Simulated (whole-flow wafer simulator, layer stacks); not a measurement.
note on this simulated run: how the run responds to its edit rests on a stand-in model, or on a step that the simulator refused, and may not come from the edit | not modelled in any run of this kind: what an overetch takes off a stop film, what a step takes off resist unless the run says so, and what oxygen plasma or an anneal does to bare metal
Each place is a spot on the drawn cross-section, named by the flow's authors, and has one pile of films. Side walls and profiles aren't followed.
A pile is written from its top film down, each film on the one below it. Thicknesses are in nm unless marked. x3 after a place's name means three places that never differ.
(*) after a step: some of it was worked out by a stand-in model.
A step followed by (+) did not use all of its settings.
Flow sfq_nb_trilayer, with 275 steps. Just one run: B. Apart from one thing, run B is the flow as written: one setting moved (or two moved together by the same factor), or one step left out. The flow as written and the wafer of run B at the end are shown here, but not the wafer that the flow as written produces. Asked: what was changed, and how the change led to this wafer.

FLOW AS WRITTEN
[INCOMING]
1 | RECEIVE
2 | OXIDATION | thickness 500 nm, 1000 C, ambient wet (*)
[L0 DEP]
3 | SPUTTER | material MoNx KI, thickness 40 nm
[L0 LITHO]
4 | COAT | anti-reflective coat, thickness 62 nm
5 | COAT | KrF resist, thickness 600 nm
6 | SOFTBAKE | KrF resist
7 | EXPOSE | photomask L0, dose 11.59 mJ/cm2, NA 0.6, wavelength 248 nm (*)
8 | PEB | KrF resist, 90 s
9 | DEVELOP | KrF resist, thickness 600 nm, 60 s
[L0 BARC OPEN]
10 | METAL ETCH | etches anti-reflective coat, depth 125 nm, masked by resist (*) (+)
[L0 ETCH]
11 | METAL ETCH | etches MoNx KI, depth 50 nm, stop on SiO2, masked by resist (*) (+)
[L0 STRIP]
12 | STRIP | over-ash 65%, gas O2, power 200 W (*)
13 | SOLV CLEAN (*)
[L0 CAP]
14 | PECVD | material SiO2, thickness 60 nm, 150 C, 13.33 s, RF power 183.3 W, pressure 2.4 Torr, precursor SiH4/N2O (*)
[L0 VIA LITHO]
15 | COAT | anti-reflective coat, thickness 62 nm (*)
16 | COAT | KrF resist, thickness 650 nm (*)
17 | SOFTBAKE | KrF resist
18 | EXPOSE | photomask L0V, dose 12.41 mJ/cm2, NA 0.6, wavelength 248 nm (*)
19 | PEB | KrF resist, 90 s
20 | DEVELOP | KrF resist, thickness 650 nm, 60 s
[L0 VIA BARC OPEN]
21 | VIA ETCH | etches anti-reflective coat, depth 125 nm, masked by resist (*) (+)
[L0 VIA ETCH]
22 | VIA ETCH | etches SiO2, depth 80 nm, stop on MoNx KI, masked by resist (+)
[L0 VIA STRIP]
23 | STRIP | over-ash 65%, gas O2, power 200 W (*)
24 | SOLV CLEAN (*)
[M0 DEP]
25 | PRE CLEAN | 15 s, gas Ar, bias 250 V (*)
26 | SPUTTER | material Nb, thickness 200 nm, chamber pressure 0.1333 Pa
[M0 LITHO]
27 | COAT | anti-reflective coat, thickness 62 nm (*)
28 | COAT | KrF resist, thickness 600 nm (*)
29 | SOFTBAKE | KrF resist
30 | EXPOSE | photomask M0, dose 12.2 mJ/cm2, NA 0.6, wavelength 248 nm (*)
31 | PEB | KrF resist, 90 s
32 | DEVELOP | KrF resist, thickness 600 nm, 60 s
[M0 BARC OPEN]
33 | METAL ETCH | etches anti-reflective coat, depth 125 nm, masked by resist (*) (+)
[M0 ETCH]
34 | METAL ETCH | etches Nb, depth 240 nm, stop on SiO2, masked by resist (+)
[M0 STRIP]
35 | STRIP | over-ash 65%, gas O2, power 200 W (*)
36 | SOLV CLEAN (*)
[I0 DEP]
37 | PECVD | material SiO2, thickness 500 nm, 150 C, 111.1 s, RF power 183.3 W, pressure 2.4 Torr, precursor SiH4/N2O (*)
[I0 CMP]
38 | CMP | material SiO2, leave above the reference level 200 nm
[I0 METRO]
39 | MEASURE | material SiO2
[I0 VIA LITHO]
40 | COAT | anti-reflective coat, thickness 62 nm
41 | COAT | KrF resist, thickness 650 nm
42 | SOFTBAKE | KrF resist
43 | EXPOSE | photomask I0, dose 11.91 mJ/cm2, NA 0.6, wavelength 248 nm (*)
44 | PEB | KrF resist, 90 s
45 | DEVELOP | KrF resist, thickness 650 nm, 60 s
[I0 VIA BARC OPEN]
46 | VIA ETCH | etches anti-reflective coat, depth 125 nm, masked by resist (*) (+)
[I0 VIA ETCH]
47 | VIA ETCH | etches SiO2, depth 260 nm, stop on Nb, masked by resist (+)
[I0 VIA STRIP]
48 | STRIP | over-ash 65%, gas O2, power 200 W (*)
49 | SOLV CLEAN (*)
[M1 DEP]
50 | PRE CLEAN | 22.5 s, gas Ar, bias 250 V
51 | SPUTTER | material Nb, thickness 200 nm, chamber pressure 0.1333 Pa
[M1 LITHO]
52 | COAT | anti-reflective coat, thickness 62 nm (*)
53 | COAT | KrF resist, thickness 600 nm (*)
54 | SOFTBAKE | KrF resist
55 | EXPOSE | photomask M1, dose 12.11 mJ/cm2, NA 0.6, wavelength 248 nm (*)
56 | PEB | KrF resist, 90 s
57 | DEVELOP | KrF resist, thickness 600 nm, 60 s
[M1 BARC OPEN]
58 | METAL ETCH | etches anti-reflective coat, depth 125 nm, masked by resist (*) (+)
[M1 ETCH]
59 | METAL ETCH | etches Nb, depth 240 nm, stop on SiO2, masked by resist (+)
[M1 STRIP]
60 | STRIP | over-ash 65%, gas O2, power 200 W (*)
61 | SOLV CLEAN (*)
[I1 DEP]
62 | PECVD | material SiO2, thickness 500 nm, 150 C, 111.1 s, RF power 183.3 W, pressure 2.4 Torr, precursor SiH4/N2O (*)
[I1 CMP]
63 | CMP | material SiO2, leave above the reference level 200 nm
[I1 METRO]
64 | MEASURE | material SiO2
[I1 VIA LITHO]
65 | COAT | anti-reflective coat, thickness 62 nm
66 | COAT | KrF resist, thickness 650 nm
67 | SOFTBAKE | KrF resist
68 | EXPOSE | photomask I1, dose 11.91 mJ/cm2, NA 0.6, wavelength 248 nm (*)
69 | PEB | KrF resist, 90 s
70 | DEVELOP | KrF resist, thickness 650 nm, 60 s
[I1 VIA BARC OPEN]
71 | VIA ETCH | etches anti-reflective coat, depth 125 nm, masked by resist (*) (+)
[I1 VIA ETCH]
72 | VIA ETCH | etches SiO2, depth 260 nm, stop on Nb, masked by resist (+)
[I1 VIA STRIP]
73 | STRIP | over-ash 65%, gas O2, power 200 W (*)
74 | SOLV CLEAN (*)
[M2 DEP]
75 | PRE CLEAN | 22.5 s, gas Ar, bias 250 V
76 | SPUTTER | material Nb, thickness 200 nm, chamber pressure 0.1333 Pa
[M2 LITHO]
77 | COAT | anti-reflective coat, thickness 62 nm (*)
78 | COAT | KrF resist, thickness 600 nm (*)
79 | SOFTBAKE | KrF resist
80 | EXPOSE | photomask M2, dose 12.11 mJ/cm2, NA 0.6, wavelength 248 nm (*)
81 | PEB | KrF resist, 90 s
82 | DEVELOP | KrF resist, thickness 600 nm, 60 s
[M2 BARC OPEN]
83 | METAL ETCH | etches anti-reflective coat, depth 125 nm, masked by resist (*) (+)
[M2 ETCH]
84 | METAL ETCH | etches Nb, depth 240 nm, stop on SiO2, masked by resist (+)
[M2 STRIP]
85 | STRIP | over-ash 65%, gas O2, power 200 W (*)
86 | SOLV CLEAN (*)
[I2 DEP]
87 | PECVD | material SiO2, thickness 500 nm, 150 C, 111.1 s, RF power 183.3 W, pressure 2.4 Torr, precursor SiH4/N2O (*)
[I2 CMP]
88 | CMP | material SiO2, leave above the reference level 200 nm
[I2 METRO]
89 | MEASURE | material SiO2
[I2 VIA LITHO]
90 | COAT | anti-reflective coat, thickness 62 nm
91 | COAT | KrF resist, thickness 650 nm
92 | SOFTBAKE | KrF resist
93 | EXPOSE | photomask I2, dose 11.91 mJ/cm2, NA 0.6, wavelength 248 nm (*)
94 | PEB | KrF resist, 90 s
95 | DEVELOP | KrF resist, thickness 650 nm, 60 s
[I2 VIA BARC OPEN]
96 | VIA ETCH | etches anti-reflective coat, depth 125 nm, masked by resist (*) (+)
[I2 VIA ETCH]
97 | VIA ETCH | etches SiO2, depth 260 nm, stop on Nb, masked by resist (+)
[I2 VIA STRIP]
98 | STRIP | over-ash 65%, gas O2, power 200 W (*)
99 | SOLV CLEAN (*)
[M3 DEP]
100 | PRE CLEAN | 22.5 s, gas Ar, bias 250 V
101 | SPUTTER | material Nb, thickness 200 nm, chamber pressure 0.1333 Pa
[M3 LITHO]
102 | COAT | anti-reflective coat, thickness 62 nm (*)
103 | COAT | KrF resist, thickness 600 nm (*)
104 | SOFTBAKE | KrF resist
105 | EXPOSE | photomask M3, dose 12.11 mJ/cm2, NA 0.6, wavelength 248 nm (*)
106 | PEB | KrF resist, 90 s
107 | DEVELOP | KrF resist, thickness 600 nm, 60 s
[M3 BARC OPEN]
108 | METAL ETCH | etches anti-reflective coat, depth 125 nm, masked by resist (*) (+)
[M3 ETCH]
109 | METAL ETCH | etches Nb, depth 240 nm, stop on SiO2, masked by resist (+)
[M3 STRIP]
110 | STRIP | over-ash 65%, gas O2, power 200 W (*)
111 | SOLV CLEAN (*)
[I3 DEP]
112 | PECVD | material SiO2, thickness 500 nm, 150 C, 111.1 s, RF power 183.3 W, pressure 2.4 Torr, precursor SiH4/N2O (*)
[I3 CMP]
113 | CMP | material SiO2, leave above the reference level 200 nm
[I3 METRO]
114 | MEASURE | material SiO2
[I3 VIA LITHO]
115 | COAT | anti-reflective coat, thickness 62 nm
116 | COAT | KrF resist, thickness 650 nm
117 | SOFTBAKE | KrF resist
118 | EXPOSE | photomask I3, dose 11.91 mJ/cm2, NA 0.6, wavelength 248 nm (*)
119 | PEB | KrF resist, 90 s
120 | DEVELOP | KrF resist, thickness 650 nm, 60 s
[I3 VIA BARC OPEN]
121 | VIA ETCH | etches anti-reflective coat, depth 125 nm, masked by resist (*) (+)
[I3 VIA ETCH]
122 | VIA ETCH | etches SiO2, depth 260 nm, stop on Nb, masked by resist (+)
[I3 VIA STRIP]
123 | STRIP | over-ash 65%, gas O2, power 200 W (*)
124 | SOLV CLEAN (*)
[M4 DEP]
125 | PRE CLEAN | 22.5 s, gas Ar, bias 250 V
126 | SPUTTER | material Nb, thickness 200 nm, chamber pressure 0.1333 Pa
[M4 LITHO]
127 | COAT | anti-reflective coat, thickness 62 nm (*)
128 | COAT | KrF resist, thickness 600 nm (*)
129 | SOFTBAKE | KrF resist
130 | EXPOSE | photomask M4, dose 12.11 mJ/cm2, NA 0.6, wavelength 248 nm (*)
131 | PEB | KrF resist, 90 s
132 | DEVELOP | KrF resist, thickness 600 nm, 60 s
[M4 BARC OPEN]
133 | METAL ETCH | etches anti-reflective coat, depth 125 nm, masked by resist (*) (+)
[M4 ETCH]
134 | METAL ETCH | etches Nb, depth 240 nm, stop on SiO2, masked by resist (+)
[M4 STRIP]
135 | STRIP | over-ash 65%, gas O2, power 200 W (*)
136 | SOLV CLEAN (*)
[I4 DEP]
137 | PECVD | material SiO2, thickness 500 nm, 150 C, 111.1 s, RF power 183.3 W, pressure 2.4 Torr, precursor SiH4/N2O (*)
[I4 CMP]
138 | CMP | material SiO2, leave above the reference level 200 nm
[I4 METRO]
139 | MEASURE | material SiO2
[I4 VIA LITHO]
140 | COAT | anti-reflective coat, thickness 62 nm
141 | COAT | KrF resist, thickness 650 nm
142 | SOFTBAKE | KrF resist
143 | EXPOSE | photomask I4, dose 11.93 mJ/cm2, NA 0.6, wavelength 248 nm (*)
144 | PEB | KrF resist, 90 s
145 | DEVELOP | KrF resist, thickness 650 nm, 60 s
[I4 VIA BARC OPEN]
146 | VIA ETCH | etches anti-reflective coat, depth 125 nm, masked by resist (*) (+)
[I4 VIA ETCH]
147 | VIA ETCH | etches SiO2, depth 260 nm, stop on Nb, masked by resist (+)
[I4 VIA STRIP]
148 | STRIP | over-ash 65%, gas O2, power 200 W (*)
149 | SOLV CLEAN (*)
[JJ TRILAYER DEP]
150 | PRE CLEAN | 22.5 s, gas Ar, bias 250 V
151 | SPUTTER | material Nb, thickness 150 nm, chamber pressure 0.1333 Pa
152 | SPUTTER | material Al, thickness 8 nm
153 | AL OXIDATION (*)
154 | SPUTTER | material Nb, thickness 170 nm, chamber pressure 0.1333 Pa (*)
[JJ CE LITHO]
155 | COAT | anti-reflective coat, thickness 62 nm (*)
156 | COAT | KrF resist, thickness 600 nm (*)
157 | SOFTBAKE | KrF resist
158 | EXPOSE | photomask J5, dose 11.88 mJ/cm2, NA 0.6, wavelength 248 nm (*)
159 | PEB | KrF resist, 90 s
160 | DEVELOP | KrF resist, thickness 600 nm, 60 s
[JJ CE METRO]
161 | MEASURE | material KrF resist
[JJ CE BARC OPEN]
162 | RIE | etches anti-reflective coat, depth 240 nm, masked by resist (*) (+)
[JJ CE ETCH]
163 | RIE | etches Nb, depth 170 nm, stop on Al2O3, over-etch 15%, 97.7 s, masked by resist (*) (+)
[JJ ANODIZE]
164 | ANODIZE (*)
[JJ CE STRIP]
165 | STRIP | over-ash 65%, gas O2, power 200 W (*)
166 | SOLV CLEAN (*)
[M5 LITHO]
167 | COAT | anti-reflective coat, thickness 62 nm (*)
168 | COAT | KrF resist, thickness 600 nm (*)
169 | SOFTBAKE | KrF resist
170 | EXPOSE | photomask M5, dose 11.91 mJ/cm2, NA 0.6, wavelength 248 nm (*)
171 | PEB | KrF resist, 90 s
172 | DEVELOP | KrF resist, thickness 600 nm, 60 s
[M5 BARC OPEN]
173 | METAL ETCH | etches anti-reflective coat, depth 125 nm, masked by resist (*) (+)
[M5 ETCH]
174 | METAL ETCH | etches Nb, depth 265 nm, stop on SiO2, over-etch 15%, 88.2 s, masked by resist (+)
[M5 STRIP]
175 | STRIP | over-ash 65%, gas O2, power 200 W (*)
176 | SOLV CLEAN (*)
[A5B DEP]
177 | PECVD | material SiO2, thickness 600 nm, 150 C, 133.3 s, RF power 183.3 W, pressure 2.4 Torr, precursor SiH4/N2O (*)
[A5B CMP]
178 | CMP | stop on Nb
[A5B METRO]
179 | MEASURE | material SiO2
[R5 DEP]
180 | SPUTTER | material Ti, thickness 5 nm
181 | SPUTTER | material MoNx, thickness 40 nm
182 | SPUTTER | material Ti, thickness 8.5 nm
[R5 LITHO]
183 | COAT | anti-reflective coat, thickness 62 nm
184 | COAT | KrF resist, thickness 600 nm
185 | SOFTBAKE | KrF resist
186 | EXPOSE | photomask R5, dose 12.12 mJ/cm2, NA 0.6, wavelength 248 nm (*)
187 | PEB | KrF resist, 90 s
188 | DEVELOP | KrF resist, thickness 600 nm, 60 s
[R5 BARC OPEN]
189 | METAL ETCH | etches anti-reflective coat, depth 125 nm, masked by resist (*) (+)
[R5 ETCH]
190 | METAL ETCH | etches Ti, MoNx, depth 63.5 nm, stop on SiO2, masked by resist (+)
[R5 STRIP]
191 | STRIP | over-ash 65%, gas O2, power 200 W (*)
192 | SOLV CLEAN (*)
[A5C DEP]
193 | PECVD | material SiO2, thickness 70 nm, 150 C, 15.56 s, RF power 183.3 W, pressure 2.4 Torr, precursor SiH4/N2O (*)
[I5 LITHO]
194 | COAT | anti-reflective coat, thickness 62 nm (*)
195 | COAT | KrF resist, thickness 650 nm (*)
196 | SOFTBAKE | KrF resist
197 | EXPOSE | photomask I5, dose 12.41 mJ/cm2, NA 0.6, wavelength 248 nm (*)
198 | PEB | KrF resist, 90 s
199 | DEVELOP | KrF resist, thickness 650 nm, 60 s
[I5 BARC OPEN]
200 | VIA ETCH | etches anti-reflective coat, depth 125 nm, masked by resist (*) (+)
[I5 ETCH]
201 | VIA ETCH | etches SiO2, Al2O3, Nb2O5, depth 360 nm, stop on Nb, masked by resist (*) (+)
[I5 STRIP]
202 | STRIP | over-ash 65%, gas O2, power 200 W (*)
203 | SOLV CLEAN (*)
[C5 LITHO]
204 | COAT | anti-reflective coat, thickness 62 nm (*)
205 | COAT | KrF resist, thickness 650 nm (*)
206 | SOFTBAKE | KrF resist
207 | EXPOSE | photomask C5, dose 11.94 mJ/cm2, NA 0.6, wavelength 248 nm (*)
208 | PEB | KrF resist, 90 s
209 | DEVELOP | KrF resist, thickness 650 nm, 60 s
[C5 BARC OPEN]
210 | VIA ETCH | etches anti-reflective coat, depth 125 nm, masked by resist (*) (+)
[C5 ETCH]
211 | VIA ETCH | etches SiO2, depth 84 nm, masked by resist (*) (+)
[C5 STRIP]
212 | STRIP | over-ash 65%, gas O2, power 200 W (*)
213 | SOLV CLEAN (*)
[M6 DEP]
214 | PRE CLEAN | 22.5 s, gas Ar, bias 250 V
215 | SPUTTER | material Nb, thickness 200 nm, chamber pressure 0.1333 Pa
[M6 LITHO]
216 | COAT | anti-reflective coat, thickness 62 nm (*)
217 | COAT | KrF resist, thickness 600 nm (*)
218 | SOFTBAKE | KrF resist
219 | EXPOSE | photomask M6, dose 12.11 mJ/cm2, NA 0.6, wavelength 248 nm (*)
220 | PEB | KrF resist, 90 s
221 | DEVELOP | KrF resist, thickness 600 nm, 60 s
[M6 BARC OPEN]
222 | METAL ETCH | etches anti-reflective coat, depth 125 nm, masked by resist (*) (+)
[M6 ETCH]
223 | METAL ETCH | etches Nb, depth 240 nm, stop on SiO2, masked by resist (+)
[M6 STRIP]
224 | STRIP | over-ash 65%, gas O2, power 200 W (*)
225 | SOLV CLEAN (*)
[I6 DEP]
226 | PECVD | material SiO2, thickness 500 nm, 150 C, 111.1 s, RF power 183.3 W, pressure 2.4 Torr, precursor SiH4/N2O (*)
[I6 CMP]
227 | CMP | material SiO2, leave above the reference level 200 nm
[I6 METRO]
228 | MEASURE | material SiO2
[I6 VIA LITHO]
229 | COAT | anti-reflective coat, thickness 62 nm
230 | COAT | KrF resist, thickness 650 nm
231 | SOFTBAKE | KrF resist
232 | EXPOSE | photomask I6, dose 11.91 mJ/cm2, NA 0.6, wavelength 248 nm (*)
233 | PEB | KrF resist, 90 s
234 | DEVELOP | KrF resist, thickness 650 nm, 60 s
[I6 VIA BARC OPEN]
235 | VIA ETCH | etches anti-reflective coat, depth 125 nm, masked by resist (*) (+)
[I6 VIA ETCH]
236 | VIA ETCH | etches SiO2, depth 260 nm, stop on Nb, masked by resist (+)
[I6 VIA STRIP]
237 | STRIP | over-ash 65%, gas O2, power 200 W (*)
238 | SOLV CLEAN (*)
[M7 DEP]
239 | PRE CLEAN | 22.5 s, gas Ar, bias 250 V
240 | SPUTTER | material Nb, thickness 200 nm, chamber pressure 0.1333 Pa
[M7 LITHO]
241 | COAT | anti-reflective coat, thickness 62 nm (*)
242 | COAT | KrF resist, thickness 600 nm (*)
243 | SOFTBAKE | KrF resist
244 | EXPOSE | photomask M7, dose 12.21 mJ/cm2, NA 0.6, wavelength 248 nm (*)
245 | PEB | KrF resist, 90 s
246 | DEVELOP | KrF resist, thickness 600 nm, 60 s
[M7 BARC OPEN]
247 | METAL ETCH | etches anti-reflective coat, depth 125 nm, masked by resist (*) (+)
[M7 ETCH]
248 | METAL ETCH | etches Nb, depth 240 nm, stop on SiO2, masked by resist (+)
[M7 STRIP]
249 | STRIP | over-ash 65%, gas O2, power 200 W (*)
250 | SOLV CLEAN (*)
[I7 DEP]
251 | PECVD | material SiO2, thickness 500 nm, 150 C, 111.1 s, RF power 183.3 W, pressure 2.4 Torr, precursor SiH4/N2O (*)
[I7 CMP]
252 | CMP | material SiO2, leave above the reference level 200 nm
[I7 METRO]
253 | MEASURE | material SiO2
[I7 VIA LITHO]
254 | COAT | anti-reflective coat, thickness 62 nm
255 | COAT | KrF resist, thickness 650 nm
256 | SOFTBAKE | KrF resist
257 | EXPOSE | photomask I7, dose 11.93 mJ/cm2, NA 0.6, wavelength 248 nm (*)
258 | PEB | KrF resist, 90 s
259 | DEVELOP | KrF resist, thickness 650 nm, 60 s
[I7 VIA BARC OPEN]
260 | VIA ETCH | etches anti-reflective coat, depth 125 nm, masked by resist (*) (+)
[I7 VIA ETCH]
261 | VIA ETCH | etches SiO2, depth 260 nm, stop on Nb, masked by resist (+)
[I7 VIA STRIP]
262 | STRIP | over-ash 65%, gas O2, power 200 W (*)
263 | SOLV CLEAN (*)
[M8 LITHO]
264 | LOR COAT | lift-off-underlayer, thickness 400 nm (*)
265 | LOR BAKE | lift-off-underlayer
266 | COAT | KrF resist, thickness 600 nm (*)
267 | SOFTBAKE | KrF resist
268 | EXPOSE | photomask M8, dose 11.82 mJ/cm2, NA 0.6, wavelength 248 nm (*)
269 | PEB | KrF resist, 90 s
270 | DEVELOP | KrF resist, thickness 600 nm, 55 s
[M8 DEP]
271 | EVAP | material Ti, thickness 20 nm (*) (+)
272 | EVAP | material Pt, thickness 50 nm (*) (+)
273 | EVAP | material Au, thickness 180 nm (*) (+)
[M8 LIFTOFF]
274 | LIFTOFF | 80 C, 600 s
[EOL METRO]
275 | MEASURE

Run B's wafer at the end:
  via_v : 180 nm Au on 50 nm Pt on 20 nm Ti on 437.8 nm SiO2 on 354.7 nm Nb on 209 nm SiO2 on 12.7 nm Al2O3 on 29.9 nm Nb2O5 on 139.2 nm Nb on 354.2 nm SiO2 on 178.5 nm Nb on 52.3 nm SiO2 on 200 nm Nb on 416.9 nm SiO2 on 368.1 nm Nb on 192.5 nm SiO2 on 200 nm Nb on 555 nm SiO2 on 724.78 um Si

What caused this: step 122, VIA ETCH: depth 140 nm was run, while the flow as written has depth 260 nm.

How this came from the change, step by step:
  122 | VIA ETCH | etches SiO2, depth 260 nm, stop on Nb, masked by resist (+)
      via_v: SiO2 loses 140 (it would be, as written: SiO2 loses 199.8 (all of it))
      field_l, v_sur, via_wl and 102 more: KrF resist loses 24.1 (it would be, as written: KrF resist loses 44.8)
  123 | STRIP | over-ash 65%, gas O2, power 200 W (*)
      field_l, v_sur, via_wl and 102 more: KrF resist loses 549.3 (all of it), anti-reflective coat loses 62 (all of it) (it would be, as written: KrF resist loses 528.6 (all of it), anti-reflective coat loses 62 (all of it))
  125 | PRE CLEAN | 22.5 s, gas Ar, bias 250 V
      via_v: SiO2 loses 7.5 (it would be, as written: Nb loses 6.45)
  126 | SPUTTER | material Nb, thickness 200 nm, chamber pressure 0.1333 Pa
      via_v: Nb gains 178.5 (new film) (it would be, as written: Nb gains 165.5)
  127 | COAT | anti-reflective coat, thickness 62 nm (*)
      via_sp: anti-reflective coat gains 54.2 (new film) (it would be, as written: anti-reflective coat gains 53 (new film))
      via_v: anti-reflective coat gains 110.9 (new film) (it would be, as written: anti-reflective coat gains 124.8 (new film))
      (also at 1 further place)
  128 | COAT | KrF resist, thickness 600 nm (*)
      via_v: KrF resist gains 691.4 (new film) (it would be, as written: KrF resist gains 739.8 (new film))
  135 | STRIP | over-ash 65%, gas O2, power 200 W (*)
      via_sp: KrF resist loses 377.8 (all of it), anti-reflective coat loses 54.2 (all of it) (it would be, as written: KrF resist loses 373.9 (all of it), anti-reflective coat loses 53 (all of it))
      via_v: KrF resist loses 473.6 (all of it), anti-reflective coat loses 110.9 (all of it) (it would be, as written: KrF resist loses 521.8 (all of it), anti-reflective coat loses 124.8 (all of it))
      (also at 1 further place)
  137 | PECVD | material SiO2, thickness 500 nm, 150 C, 111.1 s, RF power 183.3 W, pressure 2.4 Torr, precursor SiH4/N2O (*)
      via_v: SiO2 gains 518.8 (new film) (it would be, as written: SiO2 gains 615 (new film))
  138 | CMP | material SiO2, leave above the reference level 200 nm
      via_v: SiO2 loses 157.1 (it would be, as written: SiO2 loses 181.6)
With metal films that touch counted as one body, via_v has 7 bodies (between them, from the top down: SiO2 437.8; SiO2 209 / Al2O3 12.7 / Nb2O5 29.9; SiO2 354.2; SiO2 52.3; SiO2 416.9; SiO2 192.5); the flow as written gives 6 bodies (between them, from the top down: SiO2 437.8; SiO2 209 / Al2O3 12.7 / Nb2O5 29.9; SiO2 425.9; SiO2 416.9; SiO2 192.5).
